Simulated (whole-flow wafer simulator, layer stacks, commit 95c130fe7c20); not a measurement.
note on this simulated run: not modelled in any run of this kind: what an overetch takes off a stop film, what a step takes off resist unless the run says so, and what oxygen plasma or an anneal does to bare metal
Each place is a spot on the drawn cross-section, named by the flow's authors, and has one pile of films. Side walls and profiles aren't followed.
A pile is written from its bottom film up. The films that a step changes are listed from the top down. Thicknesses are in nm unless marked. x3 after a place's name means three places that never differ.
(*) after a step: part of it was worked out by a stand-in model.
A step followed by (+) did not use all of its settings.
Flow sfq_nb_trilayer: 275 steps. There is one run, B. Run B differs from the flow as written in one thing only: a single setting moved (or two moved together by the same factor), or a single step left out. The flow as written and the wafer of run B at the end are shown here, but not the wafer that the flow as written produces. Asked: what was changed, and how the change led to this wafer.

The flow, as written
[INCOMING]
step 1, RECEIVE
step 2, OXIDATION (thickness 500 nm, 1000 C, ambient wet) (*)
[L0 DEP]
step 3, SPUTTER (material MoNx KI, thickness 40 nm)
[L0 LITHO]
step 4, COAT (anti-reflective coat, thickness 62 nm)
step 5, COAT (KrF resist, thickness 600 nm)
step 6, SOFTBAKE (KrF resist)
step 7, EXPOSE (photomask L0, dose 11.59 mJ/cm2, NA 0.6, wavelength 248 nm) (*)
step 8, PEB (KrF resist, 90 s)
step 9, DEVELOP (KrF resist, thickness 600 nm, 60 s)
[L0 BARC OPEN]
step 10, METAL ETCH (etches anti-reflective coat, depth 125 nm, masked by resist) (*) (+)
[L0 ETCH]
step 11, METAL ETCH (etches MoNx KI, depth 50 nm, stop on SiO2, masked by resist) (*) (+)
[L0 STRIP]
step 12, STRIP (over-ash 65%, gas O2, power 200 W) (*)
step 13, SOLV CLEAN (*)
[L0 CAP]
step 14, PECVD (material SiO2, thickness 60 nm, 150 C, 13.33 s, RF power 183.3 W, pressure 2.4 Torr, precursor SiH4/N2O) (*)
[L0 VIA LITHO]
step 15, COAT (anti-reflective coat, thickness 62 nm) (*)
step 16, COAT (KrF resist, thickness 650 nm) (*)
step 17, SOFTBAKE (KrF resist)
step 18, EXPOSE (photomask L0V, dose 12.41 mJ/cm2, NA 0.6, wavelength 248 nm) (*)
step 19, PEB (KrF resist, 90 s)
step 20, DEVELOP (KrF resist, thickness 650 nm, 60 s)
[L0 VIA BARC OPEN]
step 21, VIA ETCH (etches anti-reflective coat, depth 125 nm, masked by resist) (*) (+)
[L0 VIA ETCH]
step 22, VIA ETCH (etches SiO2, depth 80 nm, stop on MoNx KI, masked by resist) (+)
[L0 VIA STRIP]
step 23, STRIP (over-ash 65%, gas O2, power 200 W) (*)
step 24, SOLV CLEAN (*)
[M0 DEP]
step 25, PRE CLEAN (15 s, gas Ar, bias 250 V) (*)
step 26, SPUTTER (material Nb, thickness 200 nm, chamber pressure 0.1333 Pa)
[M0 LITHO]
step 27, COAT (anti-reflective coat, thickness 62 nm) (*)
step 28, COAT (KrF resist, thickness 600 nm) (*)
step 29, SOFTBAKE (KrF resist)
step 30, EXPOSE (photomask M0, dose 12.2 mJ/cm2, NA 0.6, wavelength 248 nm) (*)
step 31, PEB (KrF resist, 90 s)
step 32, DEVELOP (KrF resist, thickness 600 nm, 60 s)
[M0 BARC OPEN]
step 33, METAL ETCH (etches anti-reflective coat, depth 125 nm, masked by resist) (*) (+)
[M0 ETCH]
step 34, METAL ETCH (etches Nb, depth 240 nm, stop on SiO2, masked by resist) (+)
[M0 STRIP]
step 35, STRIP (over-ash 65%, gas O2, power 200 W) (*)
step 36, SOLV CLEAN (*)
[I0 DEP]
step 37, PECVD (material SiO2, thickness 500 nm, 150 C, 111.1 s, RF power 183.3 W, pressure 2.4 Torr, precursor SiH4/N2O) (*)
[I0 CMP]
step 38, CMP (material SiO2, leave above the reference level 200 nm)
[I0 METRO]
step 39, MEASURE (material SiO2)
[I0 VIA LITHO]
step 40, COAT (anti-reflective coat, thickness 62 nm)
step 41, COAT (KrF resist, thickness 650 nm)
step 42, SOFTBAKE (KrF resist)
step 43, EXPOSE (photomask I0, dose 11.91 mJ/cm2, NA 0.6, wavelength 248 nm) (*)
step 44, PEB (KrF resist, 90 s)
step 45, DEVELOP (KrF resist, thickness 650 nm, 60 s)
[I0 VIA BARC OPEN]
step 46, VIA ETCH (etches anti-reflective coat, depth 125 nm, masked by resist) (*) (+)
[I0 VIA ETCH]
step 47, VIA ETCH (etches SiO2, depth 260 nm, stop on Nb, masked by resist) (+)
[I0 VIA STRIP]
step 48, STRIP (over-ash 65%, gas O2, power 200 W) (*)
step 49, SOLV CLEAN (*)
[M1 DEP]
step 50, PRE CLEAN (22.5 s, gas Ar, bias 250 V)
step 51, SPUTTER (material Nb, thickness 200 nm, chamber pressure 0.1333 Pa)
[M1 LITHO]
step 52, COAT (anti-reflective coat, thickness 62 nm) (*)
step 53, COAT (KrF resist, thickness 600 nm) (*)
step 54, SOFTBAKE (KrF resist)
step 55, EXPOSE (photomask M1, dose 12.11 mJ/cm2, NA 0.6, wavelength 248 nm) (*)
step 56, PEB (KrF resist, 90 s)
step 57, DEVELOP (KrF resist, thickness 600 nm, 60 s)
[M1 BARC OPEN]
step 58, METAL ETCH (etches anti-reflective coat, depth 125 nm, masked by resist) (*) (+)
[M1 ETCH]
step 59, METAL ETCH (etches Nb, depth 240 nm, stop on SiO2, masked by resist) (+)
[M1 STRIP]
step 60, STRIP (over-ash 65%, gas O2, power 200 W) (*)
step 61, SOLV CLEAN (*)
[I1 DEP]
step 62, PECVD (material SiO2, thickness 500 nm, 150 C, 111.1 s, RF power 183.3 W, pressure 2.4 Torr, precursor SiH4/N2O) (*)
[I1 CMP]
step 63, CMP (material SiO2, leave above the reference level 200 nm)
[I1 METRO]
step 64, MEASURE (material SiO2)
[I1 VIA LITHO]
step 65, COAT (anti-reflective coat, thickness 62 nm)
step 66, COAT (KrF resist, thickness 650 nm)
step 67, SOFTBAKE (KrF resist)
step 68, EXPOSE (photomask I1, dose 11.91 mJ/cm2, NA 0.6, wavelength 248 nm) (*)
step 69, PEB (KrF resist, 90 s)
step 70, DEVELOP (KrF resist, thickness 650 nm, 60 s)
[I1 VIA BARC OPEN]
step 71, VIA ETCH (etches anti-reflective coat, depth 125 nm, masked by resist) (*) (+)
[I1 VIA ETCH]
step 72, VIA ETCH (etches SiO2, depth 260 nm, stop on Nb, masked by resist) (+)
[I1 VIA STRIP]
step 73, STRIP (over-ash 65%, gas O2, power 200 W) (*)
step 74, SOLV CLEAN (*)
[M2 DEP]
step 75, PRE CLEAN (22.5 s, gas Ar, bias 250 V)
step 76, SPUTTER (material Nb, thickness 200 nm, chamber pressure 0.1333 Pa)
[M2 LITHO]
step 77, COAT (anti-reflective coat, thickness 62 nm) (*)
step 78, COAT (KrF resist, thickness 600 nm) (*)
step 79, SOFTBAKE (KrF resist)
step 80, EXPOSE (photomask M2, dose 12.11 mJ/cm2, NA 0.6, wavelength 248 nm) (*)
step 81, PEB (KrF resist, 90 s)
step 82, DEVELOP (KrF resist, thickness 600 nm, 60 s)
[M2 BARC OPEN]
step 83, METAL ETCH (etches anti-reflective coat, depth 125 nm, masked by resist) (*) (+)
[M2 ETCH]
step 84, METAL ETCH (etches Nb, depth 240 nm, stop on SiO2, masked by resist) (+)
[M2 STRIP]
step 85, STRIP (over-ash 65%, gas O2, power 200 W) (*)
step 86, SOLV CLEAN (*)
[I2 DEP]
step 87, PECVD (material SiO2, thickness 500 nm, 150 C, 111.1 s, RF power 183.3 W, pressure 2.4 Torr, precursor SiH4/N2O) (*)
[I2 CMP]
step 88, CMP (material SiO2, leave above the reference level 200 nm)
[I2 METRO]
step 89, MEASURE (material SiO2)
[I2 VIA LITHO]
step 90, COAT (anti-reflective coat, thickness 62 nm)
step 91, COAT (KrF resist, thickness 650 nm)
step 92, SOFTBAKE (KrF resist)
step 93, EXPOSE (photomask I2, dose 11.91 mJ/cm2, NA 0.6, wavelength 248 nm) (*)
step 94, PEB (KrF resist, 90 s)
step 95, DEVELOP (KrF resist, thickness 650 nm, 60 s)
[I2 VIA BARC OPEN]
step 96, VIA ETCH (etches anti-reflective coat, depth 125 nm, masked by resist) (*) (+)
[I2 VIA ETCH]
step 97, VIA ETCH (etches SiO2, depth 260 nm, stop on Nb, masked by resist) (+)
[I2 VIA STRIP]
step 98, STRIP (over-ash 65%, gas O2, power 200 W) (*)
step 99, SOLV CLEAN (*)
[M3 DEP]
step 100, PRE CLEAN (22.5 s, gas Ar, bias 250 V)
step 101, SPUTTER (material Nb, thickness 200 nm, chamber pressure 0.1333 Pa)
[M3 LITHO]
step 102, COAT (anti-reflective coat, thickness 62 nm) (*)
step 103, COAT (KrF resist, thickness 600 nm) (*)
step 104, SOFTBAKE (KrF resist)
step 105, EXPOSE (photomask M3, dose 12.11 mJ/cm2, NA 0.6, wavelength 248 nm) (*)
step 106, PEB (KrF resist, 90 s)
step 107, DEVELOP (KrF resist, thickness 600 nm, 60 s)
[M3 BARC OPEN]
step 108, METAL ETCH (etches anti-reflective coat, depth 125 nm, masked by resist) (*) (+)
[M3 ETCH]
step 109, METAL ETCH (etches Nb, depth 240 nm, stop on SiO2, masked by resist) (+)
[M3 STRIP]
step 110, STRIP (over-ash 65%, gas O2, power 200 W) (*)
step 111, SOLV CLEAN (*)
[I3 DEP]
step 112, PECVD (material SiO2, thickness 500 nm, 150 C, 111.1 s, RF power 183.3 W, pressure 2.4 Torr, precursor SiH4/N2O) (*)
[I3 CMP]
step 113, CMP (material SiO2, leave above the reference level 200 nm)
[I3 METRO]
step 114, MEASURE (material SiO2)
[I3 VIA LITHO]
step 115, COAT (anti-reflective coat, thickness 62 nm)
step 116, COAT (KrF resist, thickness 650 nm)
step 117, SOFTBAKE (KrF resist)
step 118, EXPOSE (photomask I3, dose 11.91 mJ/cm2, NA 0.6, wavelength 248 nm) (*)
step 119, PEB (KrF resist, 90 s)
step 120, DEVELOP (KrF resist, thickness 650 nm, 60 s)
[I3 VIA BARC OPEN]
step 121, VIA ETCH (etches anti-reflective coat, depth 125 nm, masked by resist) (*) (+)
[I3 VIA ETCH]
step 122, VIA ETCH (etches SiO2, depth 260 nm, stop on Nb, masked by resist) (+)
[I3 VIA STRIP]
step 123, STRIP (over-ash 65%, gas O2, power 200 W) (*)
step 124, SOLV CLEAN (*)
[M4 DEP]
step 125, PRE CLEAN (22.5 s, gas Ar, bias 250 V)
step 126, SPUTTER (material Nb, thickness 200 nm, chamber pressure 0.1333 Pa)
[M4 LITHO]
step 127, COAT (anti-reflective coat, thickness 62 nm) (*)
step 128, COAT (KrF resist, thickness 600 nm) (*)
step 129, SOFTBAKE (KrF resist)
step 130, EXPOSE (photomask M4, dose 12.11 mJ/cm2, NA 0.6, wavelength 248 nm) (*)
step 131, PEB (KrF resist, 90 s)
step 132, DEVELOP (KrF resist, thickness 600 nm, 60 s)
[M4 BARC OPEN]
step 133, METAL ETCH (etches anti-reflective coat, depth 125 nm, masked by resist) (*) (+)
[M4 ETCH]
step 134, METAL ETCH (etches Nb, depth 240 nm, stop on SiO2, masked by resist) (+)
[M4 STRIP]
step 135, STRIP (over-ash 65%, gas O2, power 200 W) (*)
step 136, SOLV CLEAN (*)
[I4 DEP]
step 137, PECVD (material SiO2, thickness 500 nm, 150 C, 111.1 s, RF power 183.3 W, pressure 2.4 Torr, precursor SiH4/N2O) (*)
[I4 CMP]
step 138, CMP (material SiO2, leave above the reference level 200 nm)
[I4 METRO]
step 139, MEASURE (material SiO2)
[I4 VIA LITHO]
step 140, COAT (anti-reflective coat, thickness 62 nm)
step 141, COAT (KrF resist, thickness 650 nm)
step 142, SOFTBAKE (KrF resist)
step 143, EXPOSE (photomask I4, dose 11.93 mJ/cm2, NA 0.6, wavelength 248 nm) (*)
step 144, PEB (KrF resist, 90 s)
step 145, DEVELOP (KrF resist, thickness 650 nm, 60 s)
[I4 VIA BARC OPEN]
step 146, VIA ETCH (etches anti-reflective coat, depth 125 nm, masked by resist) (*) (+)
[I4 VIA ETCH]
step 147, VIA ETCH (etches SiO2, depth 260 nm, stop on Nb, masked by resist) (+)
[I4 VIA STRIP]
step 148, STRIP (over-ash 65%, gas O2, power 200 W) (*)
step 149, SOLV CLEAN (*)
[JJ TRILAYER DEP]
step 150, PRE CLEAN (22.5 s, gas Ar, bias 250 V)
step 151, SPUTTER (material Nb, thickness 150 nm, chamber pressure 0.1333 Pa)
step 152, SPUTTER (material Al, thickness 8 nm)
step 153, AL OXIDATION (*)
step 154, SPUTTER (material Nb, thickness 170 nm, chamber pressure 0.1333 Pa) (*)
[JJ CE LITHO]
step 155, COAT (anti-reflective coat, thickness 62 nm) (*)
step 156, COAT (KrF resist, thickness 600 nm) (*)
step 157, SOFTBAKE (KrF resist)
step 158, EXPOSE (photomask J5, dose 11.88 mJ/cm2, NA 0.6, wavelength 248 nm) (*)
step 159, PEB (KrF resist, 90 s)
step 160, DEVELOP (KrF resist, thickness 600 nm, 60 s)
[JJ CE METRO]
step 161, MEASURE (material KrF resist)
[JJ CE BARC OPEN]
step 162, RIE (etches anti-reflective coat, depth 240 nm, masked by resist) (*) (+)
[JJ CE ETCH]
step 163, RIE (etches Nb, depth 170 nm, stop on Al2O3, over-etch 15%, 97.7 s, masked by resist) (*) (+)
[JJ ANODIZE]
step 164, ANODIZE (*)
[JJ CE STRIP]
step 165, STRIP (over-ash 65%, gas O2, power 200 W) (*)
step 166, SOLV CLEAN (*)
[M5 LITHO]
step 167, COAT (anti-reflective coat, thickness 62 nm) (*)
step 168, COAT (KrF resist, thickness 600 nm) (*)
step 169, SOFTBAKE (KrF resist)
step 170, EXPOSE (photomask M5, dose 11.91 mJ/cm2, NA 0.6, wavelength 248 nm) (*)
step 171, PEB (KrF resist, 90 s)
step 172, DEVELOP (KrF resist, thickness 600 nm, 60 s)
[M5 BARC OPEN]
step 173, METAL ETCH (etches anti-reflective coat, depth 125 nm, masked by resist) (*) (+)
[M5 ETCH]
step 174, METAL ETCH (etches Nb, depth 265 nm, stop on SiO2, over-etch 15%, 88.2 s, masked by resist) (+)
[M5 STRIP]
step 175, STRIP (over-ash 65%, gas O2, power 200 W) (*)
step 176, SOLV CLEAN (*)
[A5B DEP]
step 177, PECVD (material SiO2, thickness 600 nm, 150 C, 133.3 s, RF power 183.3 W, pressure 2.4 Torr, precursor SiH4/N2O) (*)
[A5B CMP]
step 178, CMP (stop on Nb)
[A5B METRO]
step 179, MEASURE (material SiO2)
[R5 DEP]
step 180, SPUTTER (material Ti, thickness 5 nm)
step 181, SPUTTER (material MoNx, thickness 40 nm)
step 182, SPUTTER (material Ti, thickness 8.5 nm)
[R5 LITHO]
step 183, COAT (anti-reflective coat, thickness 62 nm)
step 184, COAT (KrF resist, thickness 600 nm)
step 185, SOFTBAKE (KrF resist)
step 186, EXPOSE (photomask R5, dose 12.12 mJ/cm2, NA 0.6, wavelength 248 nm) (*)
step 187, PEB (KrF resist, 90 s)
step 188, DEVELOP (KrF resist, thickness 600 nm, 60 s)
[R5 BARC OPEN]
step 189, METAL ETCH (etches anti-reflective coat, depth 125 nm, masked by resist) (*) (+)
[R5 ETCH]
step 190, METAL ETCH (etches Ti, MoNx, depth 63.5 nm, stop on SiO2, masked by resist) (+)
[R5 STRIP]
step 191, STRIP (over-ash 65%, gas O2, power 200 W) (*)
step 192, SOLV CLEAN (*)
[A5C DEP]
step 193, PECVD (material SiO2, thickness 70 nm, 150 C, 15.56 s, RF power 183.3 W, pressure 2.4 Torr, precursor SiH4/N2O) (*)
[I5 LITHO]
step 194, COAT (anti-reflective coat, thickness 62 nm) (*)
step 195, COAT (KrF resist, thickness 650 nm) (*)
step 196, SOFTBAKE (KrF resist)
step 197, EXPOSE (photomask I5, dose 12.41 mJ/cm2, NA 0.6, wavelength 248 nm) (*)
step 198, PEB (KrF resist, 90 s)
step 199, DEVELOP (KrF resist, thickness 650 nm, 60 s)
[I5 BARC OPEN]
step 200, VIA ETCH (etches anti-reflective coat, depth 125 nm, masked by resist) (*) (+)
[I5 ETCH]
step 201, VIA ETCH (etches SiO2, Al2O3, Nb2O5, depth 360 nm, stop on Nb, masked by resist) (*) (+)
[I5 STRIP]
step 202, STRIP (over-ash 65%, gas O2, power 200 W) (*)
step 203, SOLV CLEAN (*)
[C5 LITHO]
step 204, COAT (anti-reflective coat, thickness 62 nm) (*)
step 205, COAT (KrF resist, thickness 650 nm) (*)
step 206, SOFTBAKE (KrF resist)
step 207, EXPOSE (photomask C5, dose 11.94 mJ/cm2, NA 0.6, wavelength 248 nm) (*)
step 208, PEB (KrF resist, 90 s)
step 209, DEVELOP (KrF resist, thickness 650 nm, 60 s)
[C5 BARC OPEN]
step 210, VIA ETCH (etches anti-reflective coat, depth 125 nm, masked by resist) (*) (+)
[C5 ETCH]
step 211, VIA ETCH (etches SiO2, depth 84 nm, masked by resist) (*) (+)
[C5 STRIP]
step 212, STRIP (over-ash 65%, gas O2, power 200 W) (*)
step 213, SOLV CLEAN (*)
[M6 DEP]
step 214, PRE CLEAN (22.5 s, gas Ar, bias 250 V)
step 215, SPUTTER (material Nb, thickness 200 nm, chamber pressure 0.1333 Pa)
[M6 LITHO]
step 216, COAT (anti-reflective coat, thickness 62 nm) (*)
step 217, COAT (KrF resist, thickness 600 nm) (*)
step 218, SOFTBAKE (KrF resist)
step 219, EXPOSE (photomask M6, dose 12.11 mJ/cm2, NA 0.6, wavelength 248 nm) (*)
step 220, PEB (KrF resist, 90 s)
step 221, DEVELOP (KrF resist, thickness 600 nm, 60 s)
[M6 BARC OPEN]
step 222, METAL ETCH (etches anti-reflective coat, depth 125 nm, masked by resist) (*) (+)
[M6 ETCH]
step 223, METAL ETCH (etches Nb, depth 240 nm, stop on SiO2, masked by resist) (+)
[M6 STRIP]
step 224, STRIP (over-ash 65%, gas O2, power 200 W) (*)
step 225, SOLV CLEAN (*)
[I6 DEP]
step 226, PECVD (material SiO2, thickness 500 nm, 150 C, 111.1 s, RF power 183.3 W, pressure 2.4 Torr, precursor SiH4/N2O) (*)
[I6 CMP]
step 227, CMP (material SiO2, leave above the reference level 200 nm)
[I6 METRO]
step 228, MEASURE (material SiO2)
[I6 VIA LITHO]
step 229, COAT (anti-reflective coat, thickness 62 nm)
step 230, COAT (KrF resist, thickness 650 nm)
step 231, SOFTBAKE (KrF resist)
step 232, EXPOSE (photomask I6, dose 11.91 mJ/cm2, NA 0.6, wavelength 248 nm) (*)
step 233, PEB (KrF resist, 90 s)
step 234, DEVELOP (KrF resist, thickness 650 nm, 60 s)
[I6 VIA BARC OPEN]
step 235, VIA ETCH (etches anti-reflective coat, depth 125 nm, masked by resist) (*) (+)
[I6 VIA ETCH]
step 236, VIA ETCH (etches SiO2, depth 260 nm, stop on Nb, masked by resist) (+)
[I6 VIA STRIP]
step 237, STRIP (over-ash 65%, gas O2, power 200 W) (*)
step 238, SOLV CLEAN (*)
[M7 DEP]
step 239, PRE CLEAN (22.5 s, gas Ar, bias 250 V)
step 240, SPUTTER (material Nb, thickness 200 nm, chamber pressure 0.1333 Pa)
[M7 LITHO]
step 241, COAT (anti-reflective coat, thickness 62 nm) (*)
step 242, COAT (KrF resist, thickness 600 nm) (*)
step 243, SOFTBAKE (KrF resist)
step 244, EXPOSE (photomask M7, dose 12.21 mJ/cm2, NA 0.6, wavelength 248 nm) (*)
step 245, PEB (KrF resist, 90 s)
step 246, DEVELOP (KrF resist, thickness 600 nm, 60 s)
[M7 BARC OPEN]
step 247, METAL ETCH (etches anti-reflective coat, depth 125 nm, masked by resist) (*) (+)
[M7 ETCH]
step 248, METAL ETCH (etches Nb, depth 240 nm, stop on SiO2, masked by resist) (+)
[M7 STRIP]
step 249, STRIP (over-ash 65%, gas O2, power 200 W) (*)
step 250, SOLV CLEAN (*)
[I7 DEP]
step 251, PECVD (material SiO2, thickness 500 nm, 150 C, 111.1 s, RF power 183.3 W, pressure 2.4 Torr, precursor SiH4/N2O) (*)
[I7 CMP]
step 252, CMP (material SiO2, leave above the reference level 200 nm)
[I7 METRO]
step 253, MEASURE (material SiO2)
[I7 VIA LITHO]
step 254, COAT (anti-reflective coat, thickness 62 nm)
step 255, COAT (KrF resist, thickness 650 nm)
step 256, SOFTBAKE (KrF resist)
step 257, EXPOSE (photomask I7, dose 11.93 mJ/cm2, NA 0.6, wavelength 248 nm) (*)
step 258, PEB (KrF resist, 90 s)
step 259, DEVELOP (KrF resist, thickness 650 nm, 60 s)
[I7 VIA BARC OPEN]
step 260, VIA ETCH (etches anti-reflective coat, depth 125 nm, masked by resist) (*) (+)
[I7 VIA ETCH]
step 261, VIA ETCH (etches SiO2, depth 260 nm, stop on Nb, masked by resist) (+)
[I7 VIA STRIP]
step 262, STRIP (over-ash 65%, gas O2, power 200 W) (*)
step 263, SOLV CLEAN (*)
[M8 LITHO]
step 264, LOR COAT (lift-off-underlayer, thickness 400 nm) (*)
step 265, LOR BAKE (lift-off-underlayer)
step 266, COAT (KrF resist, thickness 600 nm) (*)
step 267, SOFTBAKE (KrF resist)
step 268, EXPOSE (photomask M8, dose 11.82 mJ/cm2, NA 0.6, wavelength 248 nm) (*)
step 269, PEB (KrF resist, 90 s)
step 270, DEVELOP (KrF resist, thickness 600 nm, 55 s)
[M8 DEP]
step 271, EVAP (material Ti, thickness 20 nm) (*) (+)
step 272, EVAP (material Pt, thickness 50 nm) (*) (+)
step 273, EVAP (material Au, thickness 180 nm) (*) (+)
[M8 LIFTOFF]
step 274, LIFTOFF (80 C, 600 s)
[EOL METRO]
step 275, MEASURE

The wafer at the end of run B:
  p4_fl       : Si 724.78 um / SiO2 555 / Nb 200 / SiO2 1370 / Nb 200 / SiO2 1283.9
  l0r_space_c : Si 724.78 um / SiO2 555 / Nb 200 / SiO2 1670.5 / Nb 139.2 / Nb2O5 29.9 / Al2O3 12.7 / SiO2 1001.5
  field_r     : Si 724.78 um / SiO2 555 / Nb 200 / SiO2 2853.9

The reason: step 138, CMP: leave above the reference level 108 nm was run, while the flow as written has leave above the reference level 200 nm.

How this came from the change, step by step:
  step 138, CMP (material SiO2, leave above the reference level 200 nm)
      field_l, be, be_sur and 55 more: -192 SiO2 (it would be, as written: -100 SiO2)
      v_sur, via_wl, via_w and 35 more: -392 SiO2 (it would be, as written: -300 SiO2)
      (and at 10 other places as well)
  step 147, VIA ETCH (etches SiO2, depth 260 nm, stop on Nb, masked by resist) (+)
      field_l, v_sur, via_sp and 100 more: -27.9 KrF resist (it would be, as written: -44.8 KrF resist)
      via_wl, via_w, via_wr: -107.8 SiO2 (all of it) (it would be, as written: -199.8 SiO2 (all of it))
  step 148, STRIP (over-ash 65%, gas O2, power 200 W) (*)
      field_l, v_sur, via_sp and 100 more: -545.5 KrF resist (all of it), -62 anti-reflective coat (all of it) (it would be, as written: -528.6 KrF resist (all of it), -62 anti-reflective coat (all of it))
  step 151, SPUTTER (material Nb, thickness 150 nm, chamber pressure 0.1333 Pa)
      via_wl, via_w, via_wr: +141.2 Nb (it would be, as written: +130.4 Nb)
  step 152, SPUTTER (material Al, thickness 8 nm)
      via_wl, via_wr: +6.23 Al (new film) (it would be, as written: +5.14 Al (new film))
      via_w: +7.85 Al (new film) (it would be, as written: +7.12 Al (new film))
  step 154, SPUTTER (material Nb, thickness 170 nm, chamber pressure 0.1333 Pa) (*)
      via_wl, via_wr: +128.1 Nb (new film) (it would be, as written: +140.7 Nb (new film))
      via_w: +167.4 Nb (new film) (it would be, as written: +141 Nb (new film))
  step 155, COAT (anti-reflective coat, thickness 62 nm) (*)
      via_wl, via_wr: +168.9 anti-reflective coat (new film) (it would be, as written: +209.4 anti-reflective coat (new film))
      v_sur: +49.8 anti-reflective coat (new film) (it would be, as written: +45.1 anti-reflective coat (new film))
      (and at 2 other places as well)
  step 156, COAT (KrF resist, thickness 600 nm) (*)
      via_wl: +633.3 KrF resist (new film) (it would be, as written: +663 KrF resist (new film))
      via_w: +669.2 KrF resist (new film) (it would be, as written: +763.8 KrF resist (new film))
      (and at 1 other place as well)
  step 160, DEVELOP (KrF resist, thickness 600 nm, 60 s)
      via_wl: -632 KrF resist (all of it) (it would be, as written: -661.6 KrF resist (all of it))
      via_w: -667.8 KrF resist (all of it) (it would be, as written: -762.1 KrF resist (all of it))
      (and at 1 other place as well)
  step 162, RIE (etches anti-reflective coat, depth 240 nm, masked by resist) (*) (+)
      ce_l, c5j, ce_r, wl_jj: -168.9 KrF resist (it would be, as written: -209.4 KrF resist)
      via_wl, via_wr: -168.9 anti-reflective coat (all of it) (it would be, as written: -209.4 anti-reflective coat (all of it))
      (and at 3 other places as well)
  step 163, RIE (etches Nb, depth 170 nm, stop on Al2O3, over-etch 15%, 97.7 s, masked by resist) (*) (+)
      via_w: -167.4 Nb (all of it), -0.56 Al2O3 (it would be, as written: -141 Nb (all of it), -0.96 Al2O3 (all of it))
      via_wl, via_wr: -128.1 Nb (all of it), -0.96 Al2O3 (all of it) (it would be, as written: -140.7 Nb (all of it), -0.96 Al2O3 (all of it))
  step 164, ANODIZE (*)
      via_w: +12 Al2O3, +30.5 Nb2O5 (new film), -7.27 Al (all of it), -11 Nb (it would be, as written: +10.8 Al2O3 (new film), +33.3 Nb2O5 (new film), -6.54 Al (all of it), -12 Nb)
      via_wl, via_wr: +9.33 Al2O3 (new film), +36 Nb2O5 (new film), -5.65 Al (all of it), -12.9 Nb (it would be, as written: +7.52 Al2O3 (new film), +39.2 Nb2O5 (new film), -4.56 Al (all of it), -14.1 Nb)
  step 165, STRIP (over-ash 65%, gas O2, power 200 W) (*)
      ce_l: -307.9 KrF resist (all of it), -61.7 anti-reflective coat (all of it) (it would be, as written: -266.8 KrF resist (all of it), -61.4 anti-reflective coat (all of it))
      c5j: -308 KrF resist (all of it), -61.7 anti-reflective coat (all of it) (it would be, as written: -266.9 KrF resist (all of it), -61.5 anti-reflective coat (all of it))
      (and at 2 other places as well)
  step 167, COAT (anti-reflective coat, thickness 62 nm) (*)
      v_sur: +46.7 anti-reflective coat (new film) (it would be, as written: +44.9 anti-reflective coat (new film))
      via_wl: +107 anti-reflective coat (new film) (it would be, as written: +170.5 anti-reflective coat (new film))
      (and at 3 other places as well)
  step 168, COAT (KrF resist, thickness 600 nm) (*)
      v_sur: +593 KrF resist (new film) (it would be, as written: +577.9 KrF resist (new film))
      via_wl: +640.4 KrF resist (new film) (it would be, as written: +656 KrF resist (new film))
      (and at 2 other places as well)
  step 175, STRIP (over-ash 65%, gas O2, power 200 W) (*)
      v_sur: -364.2 KrF resist (all of it), -46.7 anti-reflective coat (all of it) (it would be, as written: -349.2 KrF resist (all of it), -44.9 anti-reflective coat (all of it))
      via_wl: -411.5 KrF resist (all of it), -107 anti-reflective coat (all of it) (it would be, as written: -427 KrF resist (all of it), -170.5 anti-reflective coat (all of it))
      (and at 3 other places as well)
  step 178, CMP (stop on Nb)
      via_wl, via_wr: -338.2 SiO2 (it would be, as written: -235.7 SiO2)
      via_w: -337.8 SiO2 (it would be, as written: -235.2 SiO2)
